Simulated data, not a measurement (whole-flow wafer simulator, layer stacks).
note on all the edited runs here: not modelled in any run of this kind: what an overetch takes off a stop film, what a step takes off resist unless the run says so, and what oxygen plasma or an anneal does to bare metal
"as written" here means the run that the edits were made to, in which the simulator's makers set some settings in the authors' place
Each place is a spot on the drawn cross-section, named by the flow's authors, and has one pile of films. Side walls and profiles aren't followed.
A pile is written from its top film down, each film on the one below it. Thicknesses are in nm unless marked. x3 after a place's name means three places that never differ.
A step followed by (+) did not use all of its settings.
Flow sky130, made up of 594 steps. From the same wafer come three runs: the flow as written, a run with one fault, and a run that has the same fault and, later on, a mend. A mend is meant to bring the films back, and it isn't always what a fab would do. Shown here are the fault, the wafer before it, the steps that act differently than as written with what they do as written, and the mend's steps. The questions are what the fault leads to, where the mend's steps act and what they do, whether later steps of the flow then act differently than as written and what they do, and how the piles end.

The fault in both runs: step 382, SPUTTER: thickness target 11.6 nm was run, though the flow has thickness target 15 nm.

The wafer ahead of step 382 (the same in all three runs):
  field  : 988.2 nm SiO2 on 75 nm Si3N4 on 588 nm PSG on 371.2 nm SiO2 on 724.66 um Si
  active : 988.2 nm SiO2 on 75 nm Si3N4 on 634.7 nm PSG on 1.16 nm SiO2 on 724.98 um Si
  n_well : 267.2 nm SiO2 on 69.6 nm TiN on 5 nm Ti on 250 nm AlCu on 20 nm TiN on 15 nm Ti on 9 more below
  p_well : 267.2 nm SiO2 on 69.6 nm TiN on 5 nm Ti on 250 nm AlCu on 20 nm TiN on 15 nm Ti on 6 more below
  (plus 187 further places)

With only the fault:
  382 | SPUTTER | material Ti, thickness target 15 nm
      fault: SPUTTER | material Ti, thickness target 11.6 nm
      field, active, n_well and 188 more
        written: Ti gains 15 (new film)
        fault: Ti gains 11.6 (new film)
  Steps later in the flow that act otherwise than as written (11 other steps are not shown; they differ only slightly, by no more than 2% or 0.5 nm, whichever is larger):
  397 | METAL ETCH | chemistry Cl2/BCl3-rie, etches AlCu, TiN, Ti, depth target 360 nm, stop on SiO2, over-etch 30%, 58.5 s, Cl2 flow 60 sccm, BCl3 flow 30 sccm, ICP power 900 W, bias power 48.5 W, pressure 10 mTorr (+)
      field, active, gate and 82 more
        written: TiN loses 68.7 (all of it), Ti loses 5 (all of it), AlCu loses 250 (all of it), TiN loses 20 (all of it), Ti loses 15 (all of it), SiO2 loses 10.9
        fault: TiN loses 68.7 (all of it), Ti loses 5 (all of it), AlCu loses 250 (all of it), TiN loses 20 (all of it), Ti loses 11.6 (all of it), SiO2 loses 11.3
  By the end, the piles at n_well, p_well, gate_hv and 103 more depart from the flow's by more than 2% or 0.5 nm, whichever is larger.
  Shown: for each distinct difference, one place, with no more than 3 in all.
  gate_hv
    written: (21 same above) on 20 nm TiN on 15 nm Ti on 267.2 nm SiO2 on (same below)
    fault: (21 same above) on 20 nm TiN on 11.6 nm Ti on 267.2 nm SiO2 on (same below)
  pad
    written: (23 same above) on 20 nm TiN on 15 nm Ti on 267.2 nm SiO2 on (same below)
    fault: (23 same above) on 20 nm TiN on 11.6 nm Ti on 267.2 nm SiO2 on (same below)
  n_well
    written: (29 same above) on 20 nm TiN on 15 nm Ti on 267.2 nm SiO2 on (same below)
    fault: (29 same above) on 20 nm TiN on 11.6 nm Ti on 267.2 nm SiO2 on (same below)

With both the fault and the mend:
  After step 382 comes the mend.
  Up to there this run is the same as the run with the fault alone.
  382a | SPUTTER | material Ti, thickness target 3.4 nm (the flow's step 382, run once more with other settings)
      field, active, n_well and 188 more
        Ti gains 3.4
  Every later step of the flow that is run acts as written at every place that is followed.
  The piles end the same as the flow's at every place that both follow.
